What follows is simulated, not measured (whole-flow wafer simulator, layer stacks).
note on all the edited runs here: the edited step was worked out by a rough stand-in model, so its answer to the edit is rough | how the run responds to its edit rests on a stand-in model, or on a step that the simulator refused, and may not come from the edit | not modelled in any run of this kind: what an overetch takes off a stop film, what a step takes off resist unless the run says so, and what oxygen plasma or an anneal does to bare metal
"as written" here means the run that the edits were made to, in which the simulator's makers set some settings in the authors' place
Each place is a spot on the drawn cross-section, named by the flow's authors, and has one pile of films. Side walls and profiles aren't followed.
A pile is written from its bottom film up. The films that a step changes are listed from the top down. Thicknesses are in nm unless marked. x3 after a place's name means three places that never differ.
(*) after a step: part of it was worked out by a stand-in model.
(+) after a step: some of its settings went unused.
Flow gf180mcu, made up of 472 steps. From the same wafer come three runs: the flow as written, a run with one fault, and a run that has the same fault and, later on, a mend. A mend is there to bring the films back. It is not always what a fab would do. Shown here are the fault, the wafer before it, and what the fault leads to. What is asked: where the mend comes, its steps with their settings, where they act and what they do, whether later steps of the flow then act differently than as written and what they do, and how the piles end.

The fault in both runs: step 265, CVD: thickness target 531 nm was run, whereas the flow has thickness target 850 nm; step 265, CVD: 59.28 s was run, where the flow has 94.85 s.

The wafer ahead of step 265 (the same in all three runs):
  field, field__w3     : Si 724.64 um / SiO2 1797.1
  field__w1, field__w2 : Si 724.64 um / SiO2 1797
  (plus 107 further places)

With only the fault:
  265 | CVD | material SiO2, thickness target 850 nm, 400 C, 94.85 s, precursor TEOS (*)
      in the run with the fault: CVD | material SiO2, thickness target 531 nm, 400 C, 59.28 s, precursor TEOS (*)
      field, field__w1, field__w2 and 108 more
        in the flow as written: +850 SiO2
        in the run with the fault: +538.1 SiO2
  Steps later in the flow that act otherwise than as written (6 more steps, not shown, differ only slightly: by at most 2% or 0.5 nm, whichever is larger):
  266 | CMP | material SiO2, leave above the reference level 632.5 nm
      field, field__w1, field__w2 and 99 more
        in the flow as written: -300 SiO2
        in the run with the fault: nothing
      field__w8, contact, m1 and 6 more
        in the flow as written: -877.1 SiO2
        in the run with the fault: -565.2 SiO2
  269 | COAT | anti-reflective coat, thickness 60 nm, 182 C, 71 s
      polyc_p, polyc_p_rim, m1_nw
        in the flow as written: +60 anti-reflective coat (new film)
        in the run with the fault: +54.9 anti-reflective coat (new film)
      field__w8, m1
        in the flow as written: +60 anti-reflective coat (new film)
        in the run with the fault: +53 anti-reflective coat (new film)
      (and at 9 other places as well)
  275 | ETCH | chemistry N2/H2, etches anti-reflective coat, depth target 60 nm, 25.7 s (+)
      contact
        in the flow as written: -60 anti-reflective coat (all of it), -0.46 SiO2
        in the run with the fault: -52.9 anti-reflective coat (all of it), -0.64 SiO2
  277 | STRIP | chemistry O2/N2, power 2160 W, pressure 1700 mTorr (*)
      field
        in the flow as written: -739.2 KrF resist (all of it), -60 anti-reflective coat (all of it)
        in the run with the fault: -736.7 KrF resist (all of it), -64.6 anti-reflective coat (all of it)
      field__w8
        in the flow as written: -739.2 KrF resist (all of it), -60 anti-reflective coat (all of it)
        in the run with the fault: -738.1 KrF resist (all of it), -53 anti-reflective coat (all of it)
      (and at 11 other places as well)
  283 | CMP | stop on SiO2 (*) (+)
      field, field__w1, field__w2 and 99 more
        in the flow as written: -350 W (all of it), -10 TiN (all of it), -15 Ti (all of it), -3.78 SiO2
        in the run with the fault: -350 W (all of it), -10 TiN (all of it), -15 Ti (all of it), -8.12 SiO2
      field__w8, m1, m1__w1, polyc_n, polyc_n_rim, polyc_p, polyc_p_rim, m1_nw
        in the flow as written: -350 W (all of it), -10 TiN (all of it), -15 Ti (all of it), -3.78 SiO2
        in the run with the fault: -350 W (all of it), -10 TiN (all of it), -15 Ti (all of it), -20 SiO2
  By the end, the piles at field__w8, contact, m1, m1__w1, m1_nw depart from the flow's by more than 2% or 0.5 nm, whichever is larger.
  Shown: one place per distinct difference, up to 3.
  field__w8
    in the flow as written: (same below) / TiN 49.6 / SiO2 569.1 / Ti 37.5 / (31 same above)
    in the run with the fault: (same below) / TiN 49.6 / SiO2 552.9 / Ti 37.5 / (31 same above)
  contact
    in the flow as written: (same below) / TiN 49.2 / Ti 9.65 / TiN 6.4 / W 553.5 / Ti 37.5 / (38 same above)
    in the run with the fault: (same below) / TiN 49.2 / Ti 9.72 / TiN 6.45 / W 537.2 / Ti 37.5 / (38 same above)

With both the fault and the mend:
  The mend follows step 265.
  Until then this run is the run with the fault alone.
  265a | CVD | material SiO2, thickness target 319 nm, 400 C, 35.6 s, precursor TEOS (*) (a further turn of the flow's step 265, with different settings)
      field, field__w1, field__w2 and 108 more
        +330 SiO2
  Steps later in the flow that act otherwise than as written:
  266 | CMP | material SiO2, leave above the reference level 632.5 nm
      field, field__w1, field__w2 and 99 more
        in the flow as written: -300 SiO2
        in the run with the mend: -318.1 SiO2
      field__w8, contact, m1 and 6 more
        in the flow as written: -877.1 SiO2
        in the run with the mend: -895.2 SiO2
  By the end, the piles equal the flow's at every place that both follow.
